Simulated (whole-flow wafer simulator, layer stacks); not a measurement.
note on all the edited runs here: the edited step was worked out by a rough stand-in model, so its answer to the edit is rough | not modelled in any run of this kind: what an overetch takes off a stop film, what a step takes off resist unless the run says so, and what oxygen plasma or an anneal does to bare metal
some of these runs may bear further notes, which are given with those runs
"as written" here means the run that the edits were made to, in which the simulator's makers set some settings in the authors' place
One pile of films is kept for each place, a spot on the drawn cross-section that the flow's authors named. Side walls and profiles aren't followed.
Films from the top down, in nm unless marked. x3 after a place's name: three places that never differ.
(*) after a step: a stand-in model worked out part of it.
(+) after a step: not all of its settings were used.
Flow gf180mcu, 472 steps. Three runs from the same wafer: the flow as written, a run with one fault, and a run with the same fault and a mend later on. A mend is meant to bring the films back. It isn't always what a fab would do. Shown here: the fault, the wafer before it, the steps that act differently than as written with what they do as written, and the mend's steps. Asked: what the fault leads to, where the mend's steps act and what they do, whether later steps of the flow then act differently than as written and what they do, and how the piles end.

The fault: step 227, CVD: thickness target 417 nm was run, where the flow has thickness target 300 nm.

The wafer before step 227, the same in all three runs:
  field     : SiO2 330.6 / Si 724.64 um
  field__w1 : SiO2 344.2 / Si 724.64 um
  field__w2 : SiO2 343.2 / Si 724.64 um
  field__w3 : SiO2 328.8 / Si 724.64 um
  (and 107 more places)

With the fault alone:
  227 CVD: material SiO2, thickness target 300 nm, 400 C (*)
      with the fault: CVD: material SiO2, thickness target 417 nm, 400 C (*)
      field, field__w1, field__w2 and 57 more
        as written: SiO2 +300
        with the fault: SiO2 +417
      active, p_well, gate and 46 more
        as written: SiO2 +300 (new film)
        with the fault: SiO2 +417 (new film)
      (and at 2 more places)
  Later steps of the flow that act differently than as written (2 more steps differ only slightly, by at most 2% or 0.5 nm, whichever is larger, and aren't shown):
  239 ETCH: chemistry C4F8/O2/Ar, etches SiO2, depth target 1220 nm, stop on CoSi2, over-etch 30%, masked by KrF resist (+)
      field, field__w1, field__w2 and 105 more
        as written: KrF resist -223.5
        with the fault: KrF resist -244
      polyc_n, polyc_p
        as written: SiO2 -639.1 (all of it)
        with the fault: SiO2 -756.1 (all of it)
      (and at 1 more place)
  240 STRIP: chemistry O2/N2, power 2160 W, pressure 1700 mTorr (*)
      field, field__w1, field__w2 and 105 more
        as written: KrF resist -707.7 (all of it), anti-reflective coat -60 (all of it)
        with the fault: KrF resist -687.2 (all of it), anti-reflective coat -60 (all of it)
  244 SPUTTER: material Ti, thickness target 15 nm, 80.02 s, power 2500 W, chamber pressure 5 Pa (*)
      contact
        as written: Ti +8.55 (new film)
        with the fault: Ti +7.98 (new film)
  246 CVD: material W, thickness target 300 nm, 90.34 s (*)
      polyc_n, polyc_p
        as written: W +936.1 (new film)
        with the fault: W +1053.1 (new film)
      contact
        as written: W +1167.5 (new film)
        with the fault: W +1285.4 (new film)
  At the end the piles differ from the flow's by more than 2% or 0.5 nm, whichever is larger, at field__w8, contact, m1 and 6 more.
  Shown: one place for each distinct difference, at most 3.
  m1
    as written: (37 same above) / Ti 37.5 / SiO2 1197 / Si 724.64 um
    with the fault: (37 same above) / Ti 37.5 / SiO2 1314 / Si 724.64 um
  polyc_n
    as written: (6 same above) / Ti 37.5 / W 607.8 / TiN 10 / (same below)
    with the fault: (6 same above) / Ti 37.5 / W 724.8 / TiN 10 / (same below)
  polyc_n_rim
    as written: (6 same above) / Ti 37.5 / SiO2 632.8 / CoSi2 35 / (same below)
    with the fault: (6 same above) / Ti 37.5 / SiO2 749.8 / CoSi2 35 / (same below)

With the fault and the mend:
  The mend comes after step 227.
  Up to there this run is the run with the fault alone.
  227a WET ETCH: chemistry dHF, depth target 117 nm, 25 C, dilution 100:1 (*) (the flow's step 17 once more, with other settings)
      field, field__w1, field__w2 and 108 more
        SiO2 -117
  No later step of the flow acts differently than as written, at any place that is followed, by more than 2% or 0.5 nm, whichever is larger.
  At the end the piles are the same as the flow's at every place that both follow.
